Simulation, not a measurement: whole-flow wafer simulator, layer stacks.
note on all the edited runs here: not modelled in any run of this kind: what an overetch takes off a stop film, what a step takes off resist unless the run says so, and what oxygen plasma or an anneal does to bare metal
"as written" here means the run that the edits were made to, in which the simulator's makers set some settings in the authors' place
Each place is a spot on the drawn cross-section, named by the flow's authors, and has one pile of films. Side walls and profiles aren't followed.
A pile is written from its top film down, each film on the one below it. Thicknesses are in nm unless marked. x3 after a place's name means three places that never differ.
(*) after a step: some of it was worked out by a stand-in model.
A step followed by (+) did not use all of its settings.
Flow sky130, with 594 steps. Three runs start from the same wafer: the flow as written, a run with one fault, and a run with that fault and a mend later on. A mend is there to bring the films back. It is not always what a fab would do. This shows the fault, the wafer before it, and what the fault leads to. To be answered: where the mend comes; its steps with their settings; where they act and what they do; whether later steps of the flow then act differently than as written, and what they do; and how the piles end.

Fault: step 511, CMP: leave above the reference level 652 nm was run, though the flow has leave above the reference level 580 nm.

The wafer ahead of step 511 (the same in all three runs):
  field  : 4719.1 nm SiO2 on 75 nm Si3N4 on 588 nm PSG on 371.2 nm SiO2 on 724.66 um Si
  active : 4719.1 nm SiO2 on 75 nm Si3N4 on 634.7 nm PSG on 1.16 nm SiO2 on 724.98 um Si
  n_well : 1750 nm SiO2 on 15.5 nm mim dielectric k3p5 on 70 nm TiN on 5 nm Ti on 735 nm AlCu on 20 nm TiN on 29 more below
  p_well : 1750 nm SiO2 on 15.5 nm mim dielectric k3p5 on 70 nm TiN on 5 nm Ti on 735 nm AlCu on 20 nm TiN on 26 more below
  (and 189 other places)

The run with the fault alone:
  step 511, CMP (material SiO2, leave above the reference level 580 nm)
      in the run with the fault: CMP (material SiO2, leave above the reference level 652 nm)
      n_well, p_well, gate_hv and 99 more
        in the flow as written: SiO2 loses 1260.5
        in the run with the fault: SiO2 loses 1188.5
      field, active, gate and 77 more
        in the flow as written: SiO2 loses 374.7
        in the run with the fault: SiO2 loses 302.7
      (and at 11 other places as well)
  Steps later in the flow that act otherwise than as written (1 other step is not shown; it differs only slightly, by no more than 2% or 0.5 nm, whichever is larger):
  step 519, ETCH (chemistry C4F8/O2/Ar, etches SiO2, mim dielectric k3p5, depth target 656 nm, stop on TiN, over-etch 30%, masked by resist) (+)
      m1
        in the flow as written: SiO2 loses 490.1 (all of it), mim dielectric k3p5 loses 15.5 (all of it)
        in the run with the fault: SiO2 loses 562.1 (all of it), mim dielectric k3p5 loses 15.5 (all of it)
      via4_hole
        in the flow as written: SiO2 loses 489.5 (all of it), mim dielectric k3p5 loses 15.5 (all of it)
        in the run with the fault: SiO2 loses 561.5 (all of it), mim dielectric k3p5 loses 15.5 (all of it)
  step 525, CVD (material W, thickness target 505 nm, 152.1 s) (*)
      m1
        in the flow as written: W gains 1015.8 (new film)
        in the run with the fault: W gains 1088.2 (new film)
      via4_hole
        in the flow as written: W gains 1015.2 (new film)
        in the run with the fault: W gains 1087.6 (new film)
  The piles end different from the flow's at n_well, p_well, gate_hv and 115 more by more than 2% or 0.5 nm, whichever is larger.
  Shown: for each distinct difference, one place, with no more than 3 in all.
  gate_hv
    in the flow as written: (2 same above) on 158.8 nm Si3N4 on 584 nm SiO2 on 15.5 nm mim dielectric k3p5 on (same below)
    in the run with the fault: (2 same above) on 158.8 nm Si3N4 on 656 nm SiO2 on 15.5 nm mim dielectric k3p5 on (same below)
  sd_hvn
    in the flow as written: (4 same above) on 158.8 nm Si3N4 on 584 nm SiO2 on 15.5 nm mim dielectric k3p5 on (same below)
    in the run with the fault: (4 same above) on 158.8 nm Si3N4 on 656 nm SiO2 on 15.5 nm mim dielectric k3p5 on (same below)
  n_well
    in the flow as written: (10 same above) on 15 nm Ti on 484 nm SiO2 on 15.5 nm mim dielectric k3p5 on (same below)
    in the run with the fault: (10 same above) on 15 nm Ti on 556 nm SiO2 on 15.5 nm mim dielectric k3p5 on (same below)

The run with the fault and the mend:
  After step 511 comes the mend.
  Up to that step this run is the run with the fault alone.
  step 511a, CMP (material SiO2, leave above the reference level 580 nm) (a further turn of the flow's step 511)
      field, active, n_well and 190 more
        SiO2 loses 72
  None of the later steps of the flow acts differently than as written at any place that is followed.
  At every place that both follow, the piles at the end match the flow's.
